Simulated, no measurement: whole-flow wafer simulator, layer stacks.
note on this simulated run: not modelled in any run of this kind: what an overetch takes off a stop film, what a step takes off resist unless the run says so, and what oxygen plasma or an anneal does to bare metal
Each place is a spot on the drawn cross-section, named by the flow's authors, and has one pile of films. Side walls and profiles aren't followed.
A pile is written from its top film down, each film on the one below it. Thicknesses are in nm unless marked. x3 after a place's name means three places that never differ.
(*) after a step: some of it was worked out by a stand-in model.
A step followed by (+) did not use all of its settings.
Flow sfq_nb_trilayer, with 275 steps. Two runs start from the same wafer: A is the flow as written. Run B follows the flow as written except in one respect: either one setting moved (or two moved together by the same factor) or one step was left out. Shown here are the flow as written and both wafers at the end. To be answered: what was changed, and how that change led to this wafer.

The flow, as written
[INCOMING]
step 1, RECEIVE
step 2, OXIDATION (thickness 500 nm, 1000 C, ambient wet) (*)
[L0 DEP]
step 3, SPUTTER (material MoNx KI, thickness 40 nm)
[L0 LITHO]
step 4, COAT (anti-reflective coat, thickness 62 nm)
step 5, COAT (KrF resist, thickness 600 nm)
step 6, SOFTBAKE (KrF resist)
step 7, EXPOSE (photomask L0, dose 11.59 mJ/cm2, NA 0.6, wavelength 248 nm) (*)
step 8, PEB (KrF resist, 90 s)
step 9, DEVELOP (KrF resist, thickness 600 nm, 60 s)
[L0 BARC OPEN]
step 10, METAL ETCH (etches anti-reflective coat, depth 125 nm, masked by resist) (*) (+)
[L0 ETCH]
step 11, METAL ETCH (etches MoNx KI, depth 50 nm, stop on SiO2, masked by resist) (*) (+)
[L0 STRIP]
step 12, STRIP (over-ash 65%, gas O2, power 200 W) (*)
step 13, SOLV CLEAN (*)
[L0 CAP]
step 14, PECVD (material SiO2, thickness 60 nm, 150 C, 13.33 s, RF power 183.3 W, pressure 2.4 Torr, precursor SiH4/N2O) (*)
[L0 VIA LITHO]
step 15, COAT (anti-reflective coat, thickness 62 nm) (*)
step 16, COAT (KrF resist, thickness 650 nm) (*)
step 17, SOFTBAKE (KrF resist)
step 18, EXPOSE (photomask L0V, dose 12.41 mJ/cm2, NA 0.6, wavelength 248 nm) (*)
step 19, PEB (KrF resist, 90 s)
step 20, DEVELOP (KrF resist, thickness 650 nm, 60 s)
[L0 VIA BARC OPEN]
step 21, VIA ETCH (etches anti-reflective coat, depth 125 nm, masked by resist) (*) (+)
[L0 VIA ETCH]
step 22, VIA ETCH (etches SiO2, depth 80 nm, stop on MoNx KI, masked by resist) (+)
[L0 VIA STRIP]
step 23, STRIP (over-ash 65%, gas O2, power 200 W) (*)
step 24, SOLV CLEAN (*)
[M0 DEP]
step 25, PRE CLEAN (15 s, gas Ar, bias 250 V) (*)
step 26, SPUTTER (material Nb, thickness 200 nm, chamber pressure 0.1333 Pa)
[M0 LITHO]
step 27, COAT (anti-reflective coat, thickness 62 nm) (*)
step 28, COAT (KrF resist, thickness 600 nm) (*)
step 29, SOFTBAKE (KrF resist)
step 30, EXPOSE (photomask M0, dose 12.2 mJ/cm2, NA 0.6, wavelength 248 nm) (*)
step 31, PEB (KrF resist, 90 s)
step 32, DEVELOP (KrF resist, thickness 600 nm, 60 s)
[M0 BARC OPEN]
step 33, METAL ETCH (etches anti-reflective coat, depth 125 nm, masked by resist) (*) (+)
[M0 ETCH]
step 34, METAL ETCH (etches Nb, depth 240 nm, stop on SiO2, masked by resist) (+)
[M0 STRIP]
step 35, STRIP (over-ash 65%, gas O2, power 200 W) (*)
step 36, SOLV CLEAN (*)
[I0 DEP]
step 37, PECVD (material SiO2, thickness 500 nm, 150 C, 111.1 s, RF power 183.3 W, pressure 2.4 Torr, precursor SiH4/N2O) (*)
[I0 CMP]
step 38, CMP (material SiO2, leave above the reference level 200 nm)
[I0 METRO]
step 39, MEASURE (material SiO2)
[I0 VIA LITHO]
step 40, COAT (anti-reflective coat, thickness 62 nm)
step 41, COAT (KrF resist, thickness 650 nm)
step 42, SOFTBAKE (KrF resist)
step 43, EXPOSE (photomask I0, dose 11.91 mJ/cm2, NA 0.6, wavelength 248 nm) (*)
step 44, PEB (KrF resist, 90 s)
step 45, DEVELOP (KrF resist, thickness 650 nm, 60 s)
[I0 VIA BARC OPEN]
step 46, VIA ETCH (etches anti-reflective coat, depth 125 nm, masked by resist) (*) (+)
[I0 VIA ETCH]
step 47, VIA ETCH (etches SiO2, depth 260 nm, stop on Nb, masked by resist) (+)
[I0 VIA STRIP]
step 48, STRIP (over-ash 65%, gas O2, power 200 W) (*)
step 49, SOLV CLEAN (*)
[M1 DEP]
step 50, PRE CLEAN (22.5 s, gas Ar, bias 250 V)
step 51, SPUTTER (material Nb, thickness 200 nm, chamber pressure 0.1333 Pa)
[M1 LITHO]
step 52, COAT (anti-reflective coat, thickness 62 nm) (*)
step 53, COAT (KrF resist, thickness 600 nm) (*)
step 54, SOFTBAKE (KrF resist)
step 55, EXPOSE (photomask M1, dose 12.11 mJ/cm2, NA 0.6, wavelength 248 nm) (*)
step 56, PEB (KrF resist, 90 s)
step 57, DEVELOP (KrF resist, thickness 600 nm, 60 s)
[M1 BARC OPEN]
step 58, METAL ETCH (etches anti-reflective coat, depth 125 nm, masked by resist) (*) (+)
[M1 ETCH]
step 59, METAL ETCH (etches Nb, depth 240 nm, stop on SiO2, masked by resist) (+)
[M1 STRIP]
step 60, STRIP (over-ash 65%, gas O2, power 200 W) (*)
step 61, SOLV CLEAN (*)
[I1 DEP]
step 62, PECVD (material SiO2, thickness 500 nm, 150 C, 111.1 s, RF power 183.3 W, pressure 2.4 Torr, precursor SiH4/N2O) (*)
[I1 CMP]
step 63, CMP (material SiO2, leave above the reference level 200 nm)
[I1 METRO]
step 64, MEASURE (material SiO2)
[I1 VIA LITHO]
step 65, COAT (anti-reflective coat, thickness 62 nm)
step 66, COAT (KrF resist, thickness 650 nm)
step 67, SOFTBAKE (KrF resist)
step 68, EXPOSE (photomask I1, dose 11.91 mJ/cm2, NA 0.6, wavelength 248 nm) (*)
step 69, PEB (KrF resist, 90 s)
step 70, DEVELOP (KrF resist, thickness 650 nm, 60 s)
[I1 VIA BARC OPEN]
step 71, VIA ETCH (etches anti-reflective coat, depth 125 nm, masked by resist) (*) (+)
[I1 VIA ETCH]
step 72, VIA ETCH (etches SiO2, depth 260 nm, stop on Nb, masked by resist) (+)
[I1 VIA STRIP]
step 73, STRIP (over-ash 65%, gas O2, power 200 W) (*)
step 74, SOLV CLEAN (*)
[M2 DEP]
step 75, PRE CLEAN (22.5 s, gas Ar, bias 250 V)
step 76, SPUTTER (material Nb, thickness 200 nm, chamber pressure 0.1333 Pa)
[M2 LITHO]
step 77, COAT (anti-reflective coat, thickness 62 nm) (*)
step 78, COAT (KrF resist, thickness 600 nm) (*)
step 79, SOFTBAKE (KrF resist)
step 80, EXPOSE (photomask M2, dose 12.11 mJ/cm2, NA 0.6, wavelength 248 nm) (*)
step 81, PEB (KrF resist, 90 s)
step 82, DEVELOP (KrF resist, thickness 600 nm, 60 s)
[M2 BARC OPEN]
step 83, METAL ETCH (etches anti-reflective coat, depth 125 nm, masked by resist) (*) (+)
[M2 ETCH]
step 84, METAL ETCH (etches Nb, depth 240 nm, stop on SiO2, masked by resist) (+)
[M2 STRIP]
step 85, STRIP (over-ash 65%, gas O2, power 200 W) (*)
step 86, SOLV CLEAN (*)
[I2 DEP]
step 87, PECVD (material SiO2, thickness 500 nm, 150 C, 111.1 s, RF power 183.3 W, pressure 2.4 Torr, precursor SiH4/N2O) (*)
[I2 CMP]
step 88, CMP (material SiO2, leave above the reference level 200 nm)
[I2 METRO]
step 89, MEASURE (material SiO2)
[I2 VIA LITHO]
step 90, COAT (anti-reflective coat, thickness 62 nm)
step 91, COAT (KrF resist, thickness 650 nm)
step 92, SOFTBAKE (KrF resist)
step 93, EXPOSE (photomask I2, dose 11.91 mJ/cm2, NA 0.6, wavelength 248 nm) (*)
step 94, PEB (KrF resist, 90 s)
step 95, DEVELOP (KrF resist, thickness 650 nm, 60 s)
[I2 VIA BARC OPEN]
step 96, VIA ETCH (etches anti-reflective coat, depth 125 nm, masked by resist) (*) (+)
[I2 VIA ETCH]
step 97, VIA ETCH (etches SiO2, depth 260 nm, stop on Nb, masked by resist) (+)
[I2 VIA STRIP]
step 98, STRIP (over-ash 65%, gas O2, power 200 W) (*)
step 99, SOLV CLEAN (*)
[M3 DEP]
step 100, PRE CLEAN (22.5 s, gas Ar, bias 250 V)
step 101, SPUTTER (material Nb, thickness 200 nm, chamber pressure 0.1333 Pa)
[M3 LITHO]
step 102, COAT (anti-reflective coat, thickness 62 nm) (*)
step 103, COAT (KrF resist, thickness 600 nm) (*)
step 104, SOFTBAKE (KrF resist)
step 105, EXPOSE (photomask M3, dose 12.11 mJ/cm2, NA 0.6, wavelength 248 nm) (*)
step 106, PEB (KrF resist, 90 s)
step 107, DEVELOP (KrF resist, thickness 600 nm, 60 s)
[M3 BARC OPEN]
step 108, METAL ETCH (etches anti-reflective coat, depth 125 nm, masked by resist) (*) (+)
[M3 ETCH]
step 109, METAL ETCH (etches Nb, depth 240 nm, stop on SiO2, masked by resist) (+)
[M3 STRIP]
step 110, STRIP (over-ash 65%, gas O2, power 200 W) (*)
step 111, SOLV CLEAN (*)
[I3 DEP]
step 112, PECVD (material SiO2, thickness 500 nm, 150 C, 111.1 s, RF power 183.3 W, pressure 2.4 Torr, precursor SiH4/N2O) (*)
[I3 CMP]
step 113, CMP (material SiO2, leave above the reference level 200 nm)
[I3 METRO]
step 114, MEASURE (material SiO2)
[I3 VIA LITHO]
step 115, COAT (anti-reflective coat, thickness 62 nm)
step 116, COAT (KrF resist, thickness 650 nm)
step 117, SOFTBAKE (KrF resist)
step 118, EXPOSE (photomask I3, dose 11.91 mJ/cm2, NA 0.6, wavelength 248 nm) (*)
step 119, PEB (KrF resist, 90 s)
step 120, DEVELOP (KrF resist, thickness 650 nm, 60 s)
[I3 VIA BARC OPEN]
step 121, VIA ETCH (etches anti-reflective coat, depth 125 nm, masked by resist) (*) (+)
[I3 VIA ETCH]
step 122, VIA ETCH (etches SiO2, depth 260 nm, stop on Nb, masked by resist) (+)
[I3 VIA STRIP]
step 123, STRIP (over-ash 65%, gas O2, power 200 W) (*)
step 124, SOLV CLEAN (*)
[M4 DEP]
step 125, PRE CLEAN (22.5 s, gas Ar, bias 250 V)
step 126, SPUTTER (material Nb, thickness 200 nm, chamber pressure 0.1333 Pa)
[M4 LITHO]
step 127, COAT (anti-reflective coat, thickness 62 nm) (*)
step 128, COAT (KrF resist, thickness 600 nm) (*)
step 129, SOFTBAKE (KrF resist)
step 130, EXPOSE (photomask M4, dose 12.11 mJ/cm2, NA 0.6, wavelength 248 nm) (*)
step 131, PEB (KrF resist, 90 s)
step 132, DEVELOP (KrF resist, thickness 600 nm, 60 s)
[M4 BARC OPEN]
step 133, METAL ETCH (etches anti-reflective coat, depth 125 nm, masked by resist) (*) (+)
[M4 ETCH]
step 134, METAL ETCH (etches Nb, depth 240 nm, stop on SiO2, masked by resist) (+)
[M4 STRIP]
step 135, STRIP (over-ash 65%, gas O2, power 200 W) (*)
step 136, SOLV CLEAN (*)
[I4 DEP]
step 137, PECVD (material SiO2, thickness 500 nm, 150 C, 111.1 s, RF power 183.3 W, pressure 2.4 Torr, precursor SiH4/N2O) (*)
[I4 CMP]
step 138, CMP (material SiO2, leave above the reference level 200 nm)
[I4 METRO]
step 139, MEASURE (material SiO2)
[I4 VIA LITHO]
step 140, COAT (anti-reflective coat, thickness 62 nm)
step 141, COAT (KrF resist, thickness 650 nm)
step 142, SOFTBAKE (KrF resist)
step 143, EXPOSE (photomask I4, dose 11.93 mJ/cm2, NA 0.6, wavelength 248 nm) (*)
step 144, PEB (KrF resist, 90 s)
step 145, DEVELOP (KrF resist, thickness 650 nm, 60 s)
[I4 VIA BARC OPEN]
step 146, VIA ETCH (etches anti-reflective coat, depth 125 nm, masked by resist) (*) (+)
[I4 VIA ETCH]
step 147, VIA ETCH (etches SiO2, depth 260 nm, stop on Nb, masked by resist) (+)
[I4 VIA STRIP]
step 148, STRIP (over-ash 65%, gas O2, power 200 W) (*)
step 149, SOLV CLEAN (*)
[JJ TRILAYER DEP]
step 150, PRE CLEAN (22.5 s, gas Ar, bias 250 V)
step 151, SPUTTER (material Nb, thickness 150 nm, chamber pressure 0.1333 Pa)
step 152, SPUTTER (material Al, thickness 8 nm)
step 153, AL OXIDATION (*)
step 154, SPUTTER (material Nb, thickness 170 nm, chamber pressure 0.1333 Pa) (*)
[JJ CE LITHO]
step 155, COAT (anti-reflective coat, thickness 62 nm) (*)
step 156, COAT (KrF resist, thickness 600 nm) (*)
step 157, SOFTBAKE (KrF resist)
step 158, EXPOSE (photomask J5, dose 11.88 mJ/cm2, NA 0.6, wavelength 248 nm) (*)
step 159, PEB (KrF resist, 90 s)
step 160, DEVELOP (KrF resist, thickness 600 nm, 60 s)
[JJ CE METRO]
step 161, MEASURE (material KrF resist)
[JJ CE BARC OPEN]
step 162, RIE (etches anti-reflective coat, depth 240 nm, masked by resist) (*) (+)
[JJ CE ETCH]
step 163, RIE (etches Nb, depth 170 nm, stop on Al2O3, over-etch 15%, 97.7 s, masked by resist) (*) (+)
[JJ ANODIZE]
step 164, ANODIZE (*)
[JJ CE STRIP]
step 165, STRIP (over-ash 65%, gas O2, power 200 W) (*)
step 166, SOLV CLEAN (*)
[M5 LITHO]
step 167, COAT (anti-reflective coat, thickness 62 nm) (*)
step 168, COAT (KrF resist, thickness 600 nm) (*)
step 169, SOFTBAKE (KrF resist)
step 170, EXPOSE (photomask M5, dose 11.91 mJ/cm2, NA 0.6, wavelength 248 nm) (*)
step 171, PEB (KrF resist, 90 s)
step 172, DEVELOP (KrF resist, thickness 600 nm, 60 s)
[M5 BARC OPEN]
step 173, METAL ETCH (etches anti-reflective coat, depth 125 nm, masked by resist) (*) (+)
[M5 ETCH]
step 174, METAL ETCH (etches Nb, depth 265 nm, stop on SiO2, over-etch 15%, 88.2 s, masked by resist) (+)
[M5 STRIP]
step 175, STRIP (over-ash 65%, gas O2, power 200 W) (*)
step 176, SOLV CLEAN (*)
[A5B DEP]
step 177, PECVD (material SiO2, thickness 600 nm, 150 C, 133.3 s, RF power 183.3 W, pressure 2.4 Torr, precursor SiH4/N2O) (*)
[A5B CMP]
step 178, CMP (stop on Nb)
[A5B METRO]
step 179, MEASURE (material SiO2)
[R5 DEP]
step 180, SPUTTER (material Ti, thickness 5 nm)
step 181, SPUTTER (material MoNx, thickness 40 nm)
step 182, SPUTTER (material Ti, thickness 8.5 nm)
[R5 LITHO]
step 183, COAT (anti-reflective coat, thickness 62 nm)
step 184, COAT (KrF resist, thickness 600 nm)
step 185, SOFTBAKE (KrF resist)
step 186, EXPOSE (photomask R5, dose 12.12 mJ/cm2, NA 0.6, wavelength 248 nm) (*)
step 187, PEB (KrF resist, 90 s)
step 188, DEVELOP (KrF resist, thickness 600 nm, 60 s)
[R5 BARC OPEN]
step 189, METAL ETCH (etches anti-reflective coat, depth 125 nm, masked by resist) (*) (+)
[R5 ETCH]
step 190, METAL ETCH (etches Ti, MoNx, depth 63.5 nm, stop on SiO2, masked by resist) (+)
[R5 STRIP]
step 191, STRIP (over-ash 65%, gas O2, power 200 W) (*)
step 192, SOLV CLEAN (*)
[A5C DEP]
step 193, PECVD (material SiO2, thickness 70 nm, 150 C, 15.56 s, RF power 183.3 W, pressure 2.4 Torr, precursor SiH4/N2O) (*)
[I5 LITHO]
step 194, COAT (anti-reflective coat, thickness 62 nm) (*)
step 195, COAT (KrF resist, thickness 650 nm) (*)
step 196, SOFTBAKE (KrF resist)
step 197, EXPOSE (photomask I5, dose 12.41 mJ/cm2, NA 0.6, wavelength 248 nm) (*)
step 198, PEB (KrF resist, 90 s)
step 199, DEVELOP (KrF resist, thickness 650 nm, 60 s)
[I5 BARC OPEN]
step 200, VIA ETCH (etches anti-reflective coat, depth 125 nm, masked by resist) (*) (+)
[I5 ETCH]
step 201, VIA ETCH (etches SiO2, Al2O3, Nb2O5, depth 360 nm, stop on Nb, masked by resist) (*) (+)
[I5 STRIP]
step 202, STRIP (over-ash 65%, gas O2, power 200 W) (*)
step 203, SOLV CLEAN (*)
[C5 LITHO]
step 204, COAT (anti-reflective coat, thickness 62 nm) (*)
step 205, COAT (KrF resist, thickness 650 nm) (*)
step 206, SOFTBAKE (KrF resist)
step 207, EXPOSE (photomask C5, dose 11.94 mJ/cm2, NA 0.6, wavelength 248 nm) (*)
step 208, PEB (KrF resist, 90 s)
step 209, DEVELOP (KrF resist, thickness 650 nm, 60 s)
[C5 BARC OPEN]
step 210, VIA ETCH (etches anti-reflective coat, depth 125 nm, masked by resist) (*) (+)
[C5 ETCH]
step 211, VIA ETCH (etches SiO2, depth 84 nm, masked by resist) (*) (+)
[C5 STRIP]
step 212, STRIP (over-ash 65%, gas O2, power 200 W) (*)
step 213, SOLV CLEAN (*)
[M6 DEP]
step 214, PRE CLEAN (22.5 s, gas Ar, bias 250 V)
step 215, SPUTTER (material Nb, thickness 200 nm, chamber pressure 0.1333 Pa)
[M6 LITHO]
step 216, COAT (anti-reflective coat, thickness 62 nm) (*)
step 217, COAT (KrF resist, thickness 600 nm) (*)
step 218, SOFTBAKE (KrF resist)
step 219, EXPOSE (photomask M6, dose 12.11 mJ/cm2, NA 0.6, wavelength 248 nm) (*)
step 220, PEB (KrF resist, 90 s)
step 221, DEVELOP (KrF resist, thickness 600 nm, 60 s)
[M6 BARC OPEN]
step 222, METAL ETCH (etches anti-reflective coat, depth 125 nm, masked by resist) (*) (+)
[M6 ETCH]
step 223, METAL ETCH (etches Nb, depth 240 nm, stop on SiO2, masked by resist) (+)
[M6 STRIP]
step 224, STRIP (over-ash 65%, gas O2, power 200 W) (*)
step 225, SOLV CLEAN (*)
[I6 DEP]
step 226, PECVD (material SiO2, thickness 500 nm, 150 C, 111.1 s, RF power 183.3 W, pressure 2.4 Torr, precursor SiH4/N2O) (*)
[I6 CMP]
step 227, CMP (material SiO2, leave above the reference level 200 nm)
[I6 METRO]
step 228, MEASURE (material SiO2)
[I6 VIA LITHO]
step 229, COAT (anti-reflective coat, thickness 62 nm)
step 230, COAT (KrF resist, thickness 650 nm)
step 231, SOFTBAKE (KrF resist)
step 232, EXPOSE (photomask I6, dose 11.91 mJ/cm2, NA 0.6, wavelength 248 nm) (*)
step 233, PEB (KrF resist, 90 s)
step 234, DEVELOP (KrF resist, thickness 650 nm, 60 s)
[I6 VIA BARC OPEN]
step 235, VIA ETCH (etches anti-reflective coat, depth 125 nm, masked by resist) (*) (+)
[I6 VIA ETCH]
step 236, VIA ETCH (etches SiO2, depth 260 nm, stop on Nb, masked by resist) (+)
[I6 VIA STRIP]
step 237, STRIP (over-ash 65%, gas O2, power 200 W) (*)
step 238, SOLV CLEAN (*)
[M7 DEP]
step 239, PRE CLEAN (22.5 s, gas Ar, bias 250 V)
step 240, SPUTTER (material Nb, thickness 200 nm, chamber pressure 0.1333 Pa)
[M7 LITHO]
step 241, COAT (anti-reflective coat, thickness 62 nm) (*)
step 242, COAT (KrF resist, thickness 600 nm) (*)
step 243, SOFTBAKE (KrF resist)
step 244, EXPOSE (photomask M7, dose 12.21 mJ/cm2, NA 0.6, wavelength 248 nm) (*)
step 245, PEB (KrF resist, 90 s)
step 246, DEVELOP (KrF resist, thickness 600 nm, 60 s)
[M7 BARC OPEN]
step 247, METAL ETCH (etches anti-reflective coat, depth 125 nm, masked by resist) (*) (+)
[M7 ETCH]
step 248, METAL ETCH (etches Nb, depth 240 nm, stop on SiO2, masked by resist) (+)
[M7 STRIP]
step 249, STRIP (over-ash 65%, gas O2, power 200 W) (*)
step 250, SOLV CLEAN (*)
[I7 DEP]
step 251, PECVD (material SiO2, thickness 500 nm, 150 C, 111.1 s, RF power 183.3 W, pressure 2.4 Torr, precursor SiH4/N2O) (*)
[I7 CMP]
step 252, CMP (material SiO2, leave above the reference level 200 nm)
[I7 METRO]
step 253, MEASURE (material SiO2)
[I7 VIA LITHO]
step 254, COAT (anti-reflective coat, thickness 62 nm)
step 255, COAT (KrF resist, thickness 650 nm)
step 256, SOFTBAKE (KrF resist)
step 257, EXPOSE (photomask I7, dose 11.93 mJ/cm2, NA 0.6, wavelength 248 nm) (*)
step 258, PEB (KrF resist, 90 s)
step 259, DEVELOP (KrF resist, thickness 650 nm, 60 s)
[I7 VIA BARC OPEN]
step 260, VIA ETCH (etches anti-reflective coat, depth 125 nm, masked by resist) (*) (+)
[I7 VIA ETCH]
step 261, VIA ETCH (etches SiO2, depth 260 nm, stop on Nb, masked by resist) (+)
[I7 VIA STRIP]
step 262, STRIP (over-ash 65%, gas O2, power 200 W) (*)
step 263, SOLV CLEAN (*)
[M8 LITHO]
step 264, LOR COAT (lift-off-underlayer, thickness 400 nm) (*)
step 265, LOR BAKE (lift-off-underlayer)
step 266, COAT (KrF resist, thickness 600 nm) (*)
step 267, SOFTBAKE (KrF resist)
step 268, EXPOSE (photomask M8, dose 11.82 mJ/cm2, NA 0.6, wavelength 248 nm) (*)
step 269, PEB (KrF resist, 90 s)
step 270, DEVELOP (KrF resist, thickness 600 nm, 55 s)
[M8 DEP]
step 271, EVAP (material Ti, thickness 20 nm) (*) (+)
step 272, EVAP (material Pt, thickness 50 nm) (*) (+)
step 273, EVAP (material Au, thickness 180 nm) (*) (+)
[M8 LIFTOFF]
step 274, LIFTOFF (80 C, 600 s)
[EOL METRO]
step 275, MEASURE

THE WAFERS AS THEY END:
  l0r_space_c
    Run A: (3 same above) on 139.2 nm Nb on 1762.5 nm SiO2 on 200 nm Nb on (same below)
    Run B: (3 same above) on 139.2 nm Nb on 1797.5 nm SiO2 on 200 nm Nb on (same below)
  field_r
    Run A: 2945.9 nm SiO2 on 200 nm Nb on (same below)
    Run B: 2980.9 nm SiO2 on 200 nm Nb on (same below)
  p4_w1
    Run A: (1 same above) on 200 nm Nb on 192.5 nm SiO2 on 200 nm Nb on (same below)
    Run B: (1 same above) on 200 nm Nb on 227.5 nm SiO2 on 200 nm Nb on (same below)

Cause: step 113, CMP: leave above the reference level 235 nm was run, while the flow as written has leave above the reference level 200 nm.

The path from the change to this, step by step:
  step 113, CMP (material SiO2, leave above the reference level 200 nm)
      field_l, be, be_sur and 64 more: A -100 SiO2 | B -65 SiO2
      v_sur, via_wl, via_wr and 27 more: A -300 SiO2 | B -265 SiO2
      (as well as at 9 more places)
  step 122, VIA ETCH (etches SiO2, depth 260 nm, stop on Nb, masked by resist) (+)
      via_v: A -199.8 SiO2 (all of it) | B -234.8 SiO2 (all of it)
  step 126, SPUTTER (material Nb, thickness 200 nm, chamber pressure 0.1333 Pa)
      via_v: A +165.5 Nb | B +158.1 Nb
  step 127, COAT (anti-reflective coat, thickness 62 nm) (*)
      via_v: A +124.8 anti-reflective coat (new film) | B +132.2 anti-reflective coat (new film)
  step 128, COAT (KrF resist, thickness 600 nm) (*)
      via_v: A +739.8 KrF resist (new film) | B +769 KrF resist (new film)
  step 135, STRIP (over-ash 65%, gas O2, power 200 W) (*)
      via_v: A -521.8 KrF resist (all of it), -124.8 anti-reflective coat (all of it) | B -550.9 KrF resist (all of it), -132.2 anti-reflective coat (all of it)
  step 137, PECVD (material SiO2, thickness 500 nm, 150 C, 111.1 s, RF power 183.3 W, pressure 2.4 Torr, precursor SiH4/N2O) (*)
      via_v: A +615 SiO2 (new film) | B +657.5 SiO2 (new film)
